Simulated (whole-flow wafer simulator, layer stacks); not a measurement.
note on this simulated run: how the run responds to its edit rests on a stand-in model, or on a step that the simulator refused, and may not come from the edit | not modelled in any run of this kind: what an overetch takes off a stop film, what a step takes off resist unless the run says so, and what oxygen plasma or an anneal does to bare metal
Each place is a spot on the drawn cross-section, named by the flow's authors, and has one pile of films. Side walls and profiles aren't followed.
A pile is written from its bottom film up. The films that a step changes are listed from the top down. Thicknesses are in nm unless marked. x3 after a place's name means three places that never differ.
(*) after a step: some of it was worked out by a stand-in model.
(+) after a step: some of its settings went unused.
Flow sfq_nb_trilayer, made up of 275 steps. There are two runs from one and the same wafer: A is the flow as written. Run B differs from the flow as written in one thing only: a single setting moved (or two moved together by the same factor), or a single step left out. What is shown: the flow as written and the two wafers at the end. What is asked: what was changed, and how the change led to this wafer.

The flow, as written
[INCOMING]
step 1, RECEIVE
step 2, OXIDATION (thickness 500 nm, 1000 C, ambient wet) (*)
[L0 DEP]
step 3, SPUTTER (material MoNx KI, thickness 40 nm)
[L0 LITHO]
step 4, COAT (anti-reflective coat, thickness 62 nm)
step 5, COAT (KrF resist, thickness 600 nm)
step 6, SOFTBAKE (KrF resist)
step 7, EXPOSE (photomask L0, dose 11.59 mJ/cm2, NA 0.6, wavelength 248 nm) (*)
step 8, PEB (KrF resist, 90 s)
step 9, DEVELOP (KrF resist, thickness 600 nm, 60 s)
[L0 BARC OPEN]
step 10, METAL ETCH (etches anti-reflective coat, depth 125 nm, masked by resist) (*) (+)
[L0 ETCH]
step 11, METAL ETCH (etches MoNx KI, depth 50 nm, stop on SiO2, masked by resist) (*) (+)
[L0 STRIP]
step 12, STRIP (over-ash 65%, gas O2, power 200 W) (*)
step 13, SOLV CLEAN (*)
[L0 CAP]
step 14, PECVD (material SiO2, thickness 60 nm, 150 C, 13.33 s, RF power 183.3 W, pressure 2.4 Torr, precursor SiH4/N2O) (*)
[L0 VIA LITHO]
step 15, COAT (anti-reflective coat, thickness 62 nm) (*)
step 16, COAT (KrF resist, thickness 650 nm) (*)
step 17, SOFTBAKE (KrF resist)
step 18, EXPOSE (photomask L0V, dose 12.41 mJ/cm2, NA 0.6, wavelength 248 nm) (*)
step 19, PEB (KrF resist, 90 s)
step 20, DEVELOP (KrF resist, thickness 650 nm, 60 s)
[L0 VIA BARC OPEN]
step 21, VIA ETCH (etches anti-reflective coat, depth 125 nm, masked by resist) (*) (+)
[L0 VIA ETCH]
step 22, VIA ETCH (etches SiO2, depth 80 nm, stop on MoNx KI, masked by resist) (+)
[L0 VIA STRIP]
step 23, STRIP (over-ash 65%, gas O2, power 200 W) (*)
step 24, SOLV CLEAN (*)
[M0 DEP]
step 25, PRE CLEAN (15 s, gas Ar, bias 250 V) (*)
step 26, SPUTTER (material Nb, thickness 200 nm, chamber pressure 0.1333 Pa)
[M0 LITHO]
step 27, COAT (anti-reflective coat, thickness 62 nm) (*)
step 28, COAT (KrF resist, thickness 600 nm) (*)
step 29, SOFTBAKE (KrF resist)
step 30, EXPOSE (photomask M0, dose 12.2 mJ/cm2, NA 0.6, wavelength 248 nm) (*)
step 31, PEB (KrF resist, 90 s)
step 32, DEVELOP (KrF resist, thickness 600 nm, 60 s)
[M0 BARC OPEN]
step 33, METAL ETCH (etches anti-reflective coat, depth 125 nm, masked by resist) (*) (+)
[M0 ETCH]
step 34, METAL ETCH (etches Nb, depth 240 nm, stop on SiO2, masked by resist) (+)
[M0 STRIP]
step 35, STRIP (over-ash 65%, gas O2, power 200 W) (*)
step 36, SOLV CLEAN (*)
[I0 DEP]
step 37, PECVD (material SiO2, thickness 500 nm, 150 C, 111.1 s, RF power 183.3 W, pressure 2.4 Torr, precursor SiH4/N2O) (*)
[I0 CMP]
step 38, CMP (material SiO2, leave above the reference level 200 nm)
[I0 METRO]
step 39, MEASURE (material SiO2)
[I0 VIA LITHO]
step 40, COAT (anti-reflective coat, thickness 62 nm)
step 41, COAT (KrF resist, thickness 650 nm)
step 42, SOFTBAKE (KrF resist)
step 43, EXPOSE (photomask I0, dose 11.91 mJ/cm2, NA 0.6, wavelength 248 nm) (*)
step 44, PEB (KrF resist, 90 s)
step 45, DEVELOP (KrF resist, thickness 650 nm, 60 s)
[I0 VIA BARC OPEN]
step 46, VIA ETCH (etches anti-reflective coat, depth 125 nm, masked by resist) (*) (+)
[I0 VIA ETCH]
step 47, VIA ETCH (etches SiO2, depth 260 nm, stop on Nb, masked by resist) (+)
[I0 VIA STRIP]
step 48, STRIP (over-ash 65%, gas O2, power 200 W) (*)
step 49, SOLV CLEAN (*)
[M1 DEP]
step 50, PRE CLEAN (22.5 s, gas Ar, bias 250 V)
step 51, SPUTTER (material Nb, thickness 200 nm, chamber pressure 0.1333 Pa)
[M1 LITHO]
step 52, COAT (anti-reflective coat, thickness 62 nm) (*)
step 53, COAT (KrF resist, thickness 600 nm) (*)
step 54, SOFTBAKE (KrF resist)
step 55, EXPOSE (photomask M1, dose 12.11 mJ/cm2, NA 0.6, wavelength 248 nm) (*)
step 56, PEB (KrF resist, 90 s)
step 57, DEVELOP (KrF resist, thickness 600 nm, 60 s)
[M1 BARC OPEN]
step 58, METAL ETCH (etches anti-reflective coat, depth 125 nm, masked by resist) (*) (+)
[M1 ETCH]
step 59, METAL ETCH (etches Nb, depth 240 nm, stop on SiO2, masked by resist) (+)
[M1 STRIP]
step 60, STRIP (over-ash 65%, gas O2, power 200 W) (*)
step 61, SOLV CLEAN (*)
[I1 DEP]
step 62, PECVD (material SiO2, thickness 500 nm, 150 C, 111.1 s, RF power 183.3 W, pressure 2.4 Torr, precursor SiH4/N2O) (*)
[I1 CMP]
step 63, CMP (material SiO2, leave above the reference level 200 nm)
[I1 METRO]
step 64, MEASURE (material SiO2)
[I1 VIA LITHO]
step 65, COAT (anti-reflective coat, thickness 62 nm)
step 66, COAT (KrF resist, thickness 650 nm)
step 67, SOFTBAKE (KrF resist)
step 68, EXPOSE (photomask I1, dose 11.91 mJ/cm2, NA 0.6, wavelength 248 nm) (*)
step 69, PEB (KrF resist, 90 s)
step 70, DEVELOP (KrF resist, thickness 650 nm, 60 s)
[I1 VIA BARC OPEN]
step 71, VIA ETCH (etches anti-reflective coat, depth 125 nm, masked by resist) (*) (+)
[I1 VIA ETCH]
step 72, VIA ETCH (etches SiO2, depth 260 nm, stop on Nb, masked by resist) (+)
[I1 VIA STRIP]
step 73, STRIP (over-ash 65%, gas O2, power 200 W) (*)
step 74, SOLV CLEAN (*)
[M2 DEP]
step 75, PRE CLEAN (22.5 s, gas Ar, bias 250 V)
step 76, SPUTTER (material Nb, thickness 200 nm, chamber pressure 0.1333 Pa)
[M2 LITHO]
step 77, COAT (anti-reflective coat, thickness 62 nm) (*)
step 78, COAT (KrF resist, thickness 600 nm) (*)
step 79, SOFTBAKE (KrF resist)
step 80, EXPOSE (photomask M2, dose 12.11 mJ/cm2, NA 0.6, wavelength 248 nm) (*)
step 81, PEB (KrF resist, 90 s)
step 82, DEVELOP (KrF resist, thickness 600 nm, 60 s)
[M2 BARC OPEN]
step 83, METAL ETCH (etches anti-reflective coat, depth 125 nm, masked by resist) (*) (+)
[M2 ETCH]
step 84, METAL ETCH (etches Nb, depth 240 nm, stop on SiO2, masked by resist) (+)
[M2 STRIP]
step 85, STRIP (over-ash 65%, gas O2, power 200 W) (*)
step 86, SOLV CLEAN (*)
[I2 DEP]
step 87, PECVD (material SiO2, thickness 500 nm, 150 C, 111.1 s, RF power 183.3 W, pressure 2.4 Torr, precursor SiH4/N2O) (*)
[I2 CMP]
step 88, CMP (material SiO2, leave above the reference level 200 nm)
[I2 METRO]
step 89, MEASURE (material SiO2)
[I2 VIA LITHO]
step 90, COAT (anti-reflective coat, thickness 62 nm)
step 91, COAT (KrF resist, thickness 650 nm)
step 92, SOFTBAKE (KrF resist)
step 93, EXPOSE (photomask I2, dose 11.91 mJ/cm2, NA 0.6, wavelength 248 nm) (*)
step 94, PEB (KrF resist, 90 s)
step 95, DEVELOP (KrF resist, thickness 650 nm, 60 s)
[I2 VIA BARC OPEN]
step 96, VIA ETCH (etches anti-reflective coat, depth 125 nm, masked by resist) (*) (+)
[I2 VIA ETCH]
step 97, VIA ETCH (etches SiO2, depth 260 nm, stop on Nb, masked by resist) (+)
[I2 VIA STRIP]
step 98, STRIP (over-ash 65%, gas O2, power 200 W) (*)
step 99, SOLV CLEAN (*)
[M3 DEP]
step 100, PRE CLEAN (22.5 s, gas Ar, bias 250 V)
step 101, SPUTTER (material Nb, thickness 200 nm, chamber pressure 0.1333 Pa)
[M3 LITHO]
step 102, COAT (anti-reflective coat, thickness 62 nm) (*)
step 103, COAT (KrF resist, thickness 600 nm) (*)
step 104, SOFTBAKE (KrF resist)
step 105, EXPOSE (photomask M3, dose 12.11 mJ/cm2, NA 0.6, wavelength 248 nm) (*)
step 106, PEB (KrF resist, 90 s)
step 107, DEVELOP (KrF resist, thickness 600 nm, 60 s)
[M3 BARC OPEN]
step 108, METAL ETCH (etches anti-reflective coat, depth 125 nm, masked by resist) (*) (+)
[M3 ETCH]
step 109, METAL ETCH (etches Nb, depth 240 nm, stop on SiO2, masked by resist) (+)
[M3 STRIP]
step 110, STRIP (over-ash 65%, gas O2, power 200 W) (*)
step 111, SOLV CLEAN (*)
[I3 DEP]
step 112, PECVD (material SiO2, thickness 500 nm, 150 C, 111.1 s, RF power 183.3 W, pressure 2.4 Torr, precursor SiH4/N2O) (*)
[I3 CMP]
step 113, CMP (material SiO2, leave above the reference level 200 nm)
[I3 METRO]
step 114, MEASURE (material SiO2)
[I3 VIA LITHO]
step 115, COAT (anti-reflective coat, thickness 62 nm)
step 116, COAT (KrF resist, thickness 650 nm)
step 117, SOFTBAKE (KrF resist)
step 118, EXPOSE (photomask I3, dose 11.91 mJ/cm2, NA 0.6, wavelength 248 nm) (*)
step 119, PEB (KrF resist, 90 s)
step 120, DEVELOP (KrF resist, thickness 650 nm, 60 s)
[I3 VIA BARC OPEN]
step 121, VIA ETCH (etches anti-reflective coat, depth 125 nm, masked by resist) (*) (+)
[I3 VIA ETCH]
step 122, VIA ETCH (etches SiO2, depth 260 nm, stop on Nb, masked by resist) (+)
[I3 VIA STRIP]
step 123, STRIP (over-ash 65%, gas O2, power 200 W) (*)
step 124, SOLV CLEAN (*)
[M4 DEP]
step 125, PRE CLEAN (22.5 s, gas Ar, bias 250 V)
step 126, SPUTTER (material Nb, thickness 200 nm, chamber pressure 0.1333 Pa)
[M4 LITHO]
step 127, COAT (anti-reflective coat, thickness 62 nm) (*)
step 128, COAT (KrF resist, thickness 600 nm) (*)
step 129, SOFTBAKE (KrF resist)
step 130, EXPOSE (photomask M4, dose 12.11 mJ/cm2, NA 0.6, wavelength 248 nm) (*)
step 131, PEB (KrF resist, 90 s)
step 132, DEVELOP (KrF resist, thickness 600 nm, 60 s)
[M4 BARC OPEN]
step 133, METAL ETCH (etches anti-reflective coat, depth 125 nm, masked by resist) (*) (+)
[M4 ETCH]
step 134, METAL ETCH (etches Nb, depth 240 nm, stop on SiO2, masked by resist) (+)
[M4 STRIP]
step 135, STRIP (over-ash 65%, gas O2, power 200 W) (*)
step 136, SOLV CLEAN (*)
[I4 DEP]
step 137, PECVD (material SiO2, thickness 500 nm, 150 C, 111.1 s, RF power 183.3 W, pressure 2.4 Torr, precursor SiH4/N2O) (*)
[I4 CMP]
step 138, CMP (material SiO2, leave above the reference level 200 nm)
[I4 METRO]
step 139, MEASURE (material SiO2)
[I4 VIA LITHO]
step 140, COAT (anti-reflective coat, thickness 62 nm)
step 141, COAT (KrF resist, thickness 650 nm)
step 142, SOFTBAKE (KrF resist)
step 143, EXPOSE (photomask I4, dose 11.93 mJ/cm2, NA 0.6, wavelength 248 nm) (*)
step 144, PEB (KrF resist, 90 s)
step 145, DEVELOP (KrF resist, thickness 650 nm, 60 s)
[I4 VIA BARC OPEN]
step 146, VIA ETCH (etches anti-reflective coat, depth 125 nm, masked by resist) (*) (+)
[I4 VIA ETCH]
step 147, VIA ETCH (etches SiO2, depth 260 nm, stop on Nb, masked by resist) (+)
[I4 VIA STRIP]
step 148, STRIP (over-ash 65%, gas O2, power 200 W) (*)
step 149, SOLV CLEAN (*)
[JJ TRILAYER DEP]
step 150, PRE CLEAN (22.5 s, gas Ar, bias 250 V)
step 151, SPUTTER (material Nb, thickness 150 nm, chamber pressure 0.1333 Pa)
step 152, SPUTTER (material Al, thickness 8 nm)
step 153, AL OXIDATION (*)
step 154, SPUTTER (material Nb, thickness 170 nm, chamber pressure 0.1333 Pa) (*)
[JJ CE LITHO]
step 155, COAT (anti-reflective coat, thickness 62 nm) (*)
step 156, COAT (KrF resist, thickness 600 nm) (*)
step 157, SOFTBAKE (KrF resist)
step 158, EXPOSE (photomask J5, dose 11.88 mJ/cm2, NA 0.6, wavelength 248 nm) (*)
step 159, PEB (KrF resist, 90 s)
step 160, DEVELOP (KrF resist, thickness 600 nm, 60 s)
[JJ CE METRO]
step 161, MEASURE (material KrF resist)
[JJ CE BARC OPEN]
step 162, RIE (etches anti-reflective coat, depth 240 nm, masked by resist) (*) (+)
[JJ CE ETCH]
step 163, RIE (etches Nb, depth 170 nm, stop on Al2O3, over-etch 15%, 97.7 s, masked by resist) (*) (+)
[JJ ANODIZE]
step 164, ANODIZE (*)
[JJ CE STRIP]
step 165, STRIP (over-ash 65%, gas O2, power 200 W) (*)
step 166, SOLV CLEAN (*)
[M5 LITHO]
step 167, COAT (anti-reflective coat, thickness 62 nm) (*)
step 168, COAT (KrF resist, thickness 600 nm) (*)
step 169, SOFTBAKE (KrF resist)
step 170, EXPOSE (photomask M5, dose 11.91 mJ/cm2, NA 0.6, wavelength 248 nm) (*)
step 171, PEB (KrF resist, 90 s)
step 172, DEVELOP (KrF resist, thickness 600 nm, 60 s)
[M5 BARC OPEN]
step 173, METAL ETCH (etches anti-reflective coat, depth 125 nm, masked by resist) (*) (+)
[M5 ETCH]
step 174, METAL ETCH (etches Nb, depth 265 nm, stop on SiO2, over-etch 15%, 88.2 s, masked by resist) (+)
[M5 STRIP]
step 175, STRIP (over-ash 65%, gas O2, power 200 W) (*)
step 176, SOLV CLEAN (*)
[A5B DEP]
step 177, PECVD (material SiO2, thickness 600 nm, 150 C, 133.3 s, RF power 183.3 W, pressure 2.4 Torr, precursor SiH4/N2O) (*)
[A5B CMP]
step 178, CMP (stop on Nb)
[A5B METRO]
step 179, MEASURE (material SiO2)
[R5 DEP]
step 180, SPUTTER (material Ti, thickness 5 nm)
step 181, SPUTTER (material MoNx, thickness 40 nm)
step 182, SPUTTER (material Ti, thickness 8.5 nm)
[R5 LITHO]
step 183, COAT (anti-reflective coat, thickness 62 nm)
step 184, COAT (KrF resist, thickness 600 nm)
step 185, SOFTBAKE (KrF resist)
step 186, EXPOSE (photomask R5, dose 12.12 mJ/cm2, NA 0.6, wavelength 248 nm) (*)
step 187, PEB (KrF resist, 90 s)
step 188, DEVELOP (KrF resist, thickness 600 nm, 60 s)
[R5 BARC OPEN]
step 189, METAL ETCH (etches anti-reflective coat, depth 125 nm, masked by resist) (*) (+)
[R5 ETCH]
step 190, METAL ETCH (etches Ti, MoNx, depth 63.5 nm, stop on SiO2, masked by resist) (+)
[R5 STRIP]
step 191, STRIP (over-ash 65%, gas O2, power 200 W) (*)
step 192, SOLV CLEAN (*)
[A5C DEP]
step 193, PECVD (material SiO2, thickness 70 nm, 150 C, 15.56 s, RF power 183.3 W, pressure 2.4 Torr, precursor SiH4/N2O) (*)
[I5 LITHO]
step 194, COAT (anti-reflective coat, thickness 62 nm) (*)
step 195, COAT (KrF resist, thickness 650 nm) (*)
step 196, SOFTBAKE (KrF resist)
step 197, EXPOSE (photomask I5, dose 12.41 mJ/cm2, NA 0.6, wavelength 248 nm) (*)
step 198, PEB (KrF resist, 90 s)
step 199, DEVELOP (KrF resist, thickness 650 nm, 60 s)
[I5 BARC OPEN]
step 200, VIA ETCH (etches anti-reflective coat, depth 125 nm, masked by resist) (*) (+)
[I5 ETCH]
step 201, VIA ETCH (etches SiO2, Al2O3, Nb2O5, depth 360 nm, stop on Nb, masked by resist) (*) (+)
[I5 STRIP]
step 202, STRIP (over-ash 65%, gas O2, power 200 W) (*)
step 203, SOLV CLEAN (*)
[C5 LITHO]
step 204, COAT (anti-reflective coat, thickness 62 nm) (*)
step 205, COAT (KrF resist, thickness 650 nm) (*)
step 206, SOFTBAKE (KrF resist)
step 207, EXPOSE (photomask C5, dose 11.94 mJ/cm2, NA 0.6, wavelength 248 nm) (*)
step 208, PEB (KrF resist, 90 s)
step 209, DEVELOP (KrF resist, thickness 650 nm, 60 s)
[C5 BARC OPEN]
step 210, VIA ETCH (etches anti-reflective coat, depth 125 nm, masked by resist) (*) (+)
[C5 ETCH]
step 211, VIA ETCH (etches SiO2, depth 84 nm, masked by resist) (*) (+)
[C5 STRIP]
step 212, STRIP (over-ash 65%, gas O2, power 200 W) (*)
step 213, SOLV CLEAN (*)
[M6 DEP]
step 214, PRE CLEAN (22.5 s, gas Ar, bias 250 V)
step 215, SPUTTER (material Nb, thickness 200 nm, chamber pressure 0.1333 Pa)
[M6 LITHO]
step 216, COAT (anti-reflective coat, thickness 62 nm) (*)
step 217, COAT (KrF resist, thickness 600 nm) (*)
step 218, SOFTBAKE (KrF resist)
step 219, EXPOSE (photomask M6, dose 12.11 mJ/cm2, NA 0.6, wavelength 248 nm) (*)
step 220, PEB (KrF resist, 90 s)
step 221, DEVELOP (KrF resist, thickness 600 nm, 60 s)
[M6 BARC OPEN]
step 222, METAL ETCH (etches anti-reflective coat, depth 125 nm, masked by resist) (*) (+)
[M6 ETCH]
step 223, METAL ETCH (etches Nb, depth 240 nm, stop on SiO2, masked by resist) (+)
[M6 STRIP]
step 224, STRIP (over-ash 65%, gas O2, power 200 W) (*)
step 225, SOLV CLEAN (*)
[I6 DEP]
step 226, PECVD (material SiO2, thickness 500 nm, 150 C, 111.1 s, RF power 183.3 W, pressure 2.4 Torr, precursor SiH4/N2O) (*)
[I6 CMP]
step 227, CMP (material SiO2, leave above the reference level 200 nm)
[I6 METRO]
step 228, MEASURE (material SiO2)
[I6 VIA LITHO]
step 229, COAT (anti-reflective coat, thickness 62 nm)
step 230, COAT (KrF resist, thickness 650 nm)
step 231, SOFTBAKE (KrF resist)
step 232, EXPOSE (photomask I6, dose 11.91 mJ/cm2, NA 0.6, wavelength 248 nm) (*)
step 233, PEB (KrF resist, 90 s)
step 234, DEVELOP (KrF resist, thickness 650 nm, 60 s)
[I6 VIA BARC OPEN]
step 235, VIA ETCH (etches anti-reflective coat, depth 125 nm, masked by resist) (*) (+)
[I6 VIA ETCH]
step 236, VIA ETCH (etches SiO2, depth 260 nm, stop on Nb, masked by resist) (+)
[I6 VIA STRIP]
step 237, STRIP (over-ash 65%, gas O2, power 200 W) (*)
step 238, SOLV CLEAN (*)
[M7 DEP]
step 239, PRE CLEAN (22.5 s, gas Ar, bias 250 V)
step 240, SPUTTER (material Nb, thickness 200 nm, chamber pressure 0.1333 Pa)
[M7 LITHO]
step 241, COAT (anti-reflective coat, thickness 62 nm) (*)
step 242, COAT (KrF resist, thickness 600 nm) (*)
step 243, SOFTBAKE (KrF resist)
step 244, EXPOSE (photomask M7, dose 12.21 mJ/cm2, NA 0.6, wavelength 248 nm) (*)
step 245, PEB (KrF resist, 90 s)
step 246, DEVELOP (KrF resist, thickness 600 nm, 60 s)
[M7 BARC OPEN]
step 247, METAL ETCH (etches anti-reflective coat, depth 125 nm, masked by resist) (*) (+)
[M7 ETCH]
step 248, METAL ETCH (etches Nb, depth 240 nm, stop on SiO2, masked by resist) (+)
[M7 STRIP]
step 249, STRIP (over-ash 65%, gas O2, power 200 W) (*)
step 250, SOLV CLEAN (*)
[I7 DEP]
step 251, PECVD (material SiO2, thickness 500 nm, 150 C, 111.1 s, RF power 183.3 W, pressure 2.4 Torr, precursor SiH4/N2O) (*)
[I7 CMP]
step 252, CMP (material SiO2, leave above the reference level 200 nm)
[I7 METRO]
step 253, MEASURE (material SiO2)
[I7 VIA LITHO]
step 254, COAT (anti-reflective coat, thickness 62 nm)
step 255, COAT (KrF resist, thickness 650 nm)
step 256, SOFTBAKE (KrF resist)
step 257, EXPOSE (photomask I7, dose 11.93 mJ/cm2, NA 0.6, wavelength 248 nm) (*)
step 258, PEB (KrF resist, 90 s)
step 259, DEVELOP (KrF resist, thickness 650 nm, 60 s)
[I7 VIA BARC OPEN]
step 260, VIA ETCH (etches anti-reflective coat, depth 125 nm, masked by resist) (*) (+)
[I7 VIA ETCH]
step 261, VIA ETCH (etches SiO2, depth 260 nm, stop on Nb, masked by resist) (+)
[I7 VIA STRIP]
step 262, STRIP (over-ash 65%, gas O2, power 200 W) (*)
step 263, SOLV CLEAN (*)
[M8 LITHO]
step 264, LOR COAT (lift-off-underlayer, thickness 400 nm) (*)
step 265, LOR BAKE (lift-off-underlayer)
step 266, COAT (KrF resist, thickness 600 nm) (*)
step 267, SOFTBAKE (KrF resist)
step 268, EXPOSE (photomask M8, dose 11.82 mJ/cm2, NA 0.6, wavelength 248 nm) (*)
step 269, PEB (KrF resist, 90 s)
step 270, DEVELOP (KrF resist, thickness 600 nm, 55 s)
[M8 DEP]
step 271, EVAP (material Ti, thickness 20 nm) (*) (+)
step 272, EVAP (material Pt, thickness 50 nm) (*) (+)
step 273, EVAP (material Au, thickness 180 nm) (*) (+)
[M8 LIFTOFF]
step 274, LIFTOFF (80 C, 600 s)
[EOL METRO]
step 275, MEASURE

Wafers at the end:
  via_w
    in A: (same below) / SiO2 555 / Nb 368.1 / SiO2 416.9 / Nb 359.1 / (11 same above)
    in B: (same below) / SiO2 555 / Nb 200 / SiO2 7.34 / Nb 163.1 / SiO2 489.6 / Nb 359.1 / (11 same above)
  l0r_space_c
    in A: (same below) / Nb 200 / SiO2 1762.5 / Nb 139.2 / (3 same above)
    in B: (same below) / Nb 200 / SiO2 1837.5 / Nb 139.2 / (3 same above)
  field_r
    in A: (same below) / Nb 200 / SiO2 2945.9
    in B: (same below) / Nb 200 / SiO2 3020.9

Cause: step 38, CMP: leave above the reference level 275 nm was run, whereas the flow has leave above the reference level 200 nm.

Step by step, how the change led to this:
  step 38, CMP (material SiO2, leave above the reference level 200 nm)
      v_sur, via_wl, via_w and 94 more: A -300 SiO2 | B -225 SiO2
      field_l, l0_sur, l0r_line_l, l0r_line_c, l0r_line_r: A -340 SiO2 | B -265 SiO2
      (also at 4 further places)
  step 47, VIA ETCH (etches SiO2, depth 260 nm, stop on Nb, masked by resist) (+)
      via_w: A -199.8 SiO2 (all of it) | B -260 SiO2
  step 50, PRE CLEAN (22.5 s, gas Ar, bias 250 V)
      via_w: A -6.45 Nb | B -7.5 SiO2
  step 51, SPUTTER (material Nb, thickness 200 nm, chamber pressure 0.1333 Pa)
      via_w: A +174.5 Nb | B +163.1 Nb (new film)
  step 52, COAT (anti-reflective coat, thickness 62 nm) (*)
      via_w: A +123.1 anti-reflective coat (new film) | B +136.1 anti-reflective coat (new film)
      via_wr: A +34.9 anti-reflective coat (new film) | B +33.2 anti-reflective coat (new film)
  step 53, COAT (KrF resist, thickness 600 nm) (*)
      via_w: A +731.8 KrF resist (new film) | B +781.6 KrF resist (new film)
  step 60, STRIP (over-ash 65%, gas O2, power 200 W) (*)
      via_w: A -513.8 KrF resist (all of it), -123.1 anti-reflective coat (all of it) | B -563.6 KrF resist (all of it), -136.1 anti-reflective coat (all of it)
      via_wr: A -384.4 KrF resist (all of it), -34.9 anti-reflective coat (all of it) | B -378.6 KrF resist (all of it), -33.2 anti-reflective coat (all of it)
  step 62, PECVD (material SiO2, thickness 500 nm, 150 C, 111.1 s, RF power 183.3 W, pressure 2.4 Torr, precursor SiH4/N2O) (*)
      via_w: A +606 SiO2 (new film) | B +678.7 SiO2 (new film)
With metal films that touch counted as one body, via_w has 6 bodies (between them, from the top down: SiO2 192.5; SiO2 427.3 / Al2O3 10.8 / Nb2O5 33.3; SiO2 425.9; SiO2 489.6; SiO2 7.34); the flow as written gives 5 bodies (between them, from the top down: SiO2 192.5; SiO2 427.3 / Al2O3 10.8 / Nb2O5 33.3; SiO2 425.9; SiO2 416.9).
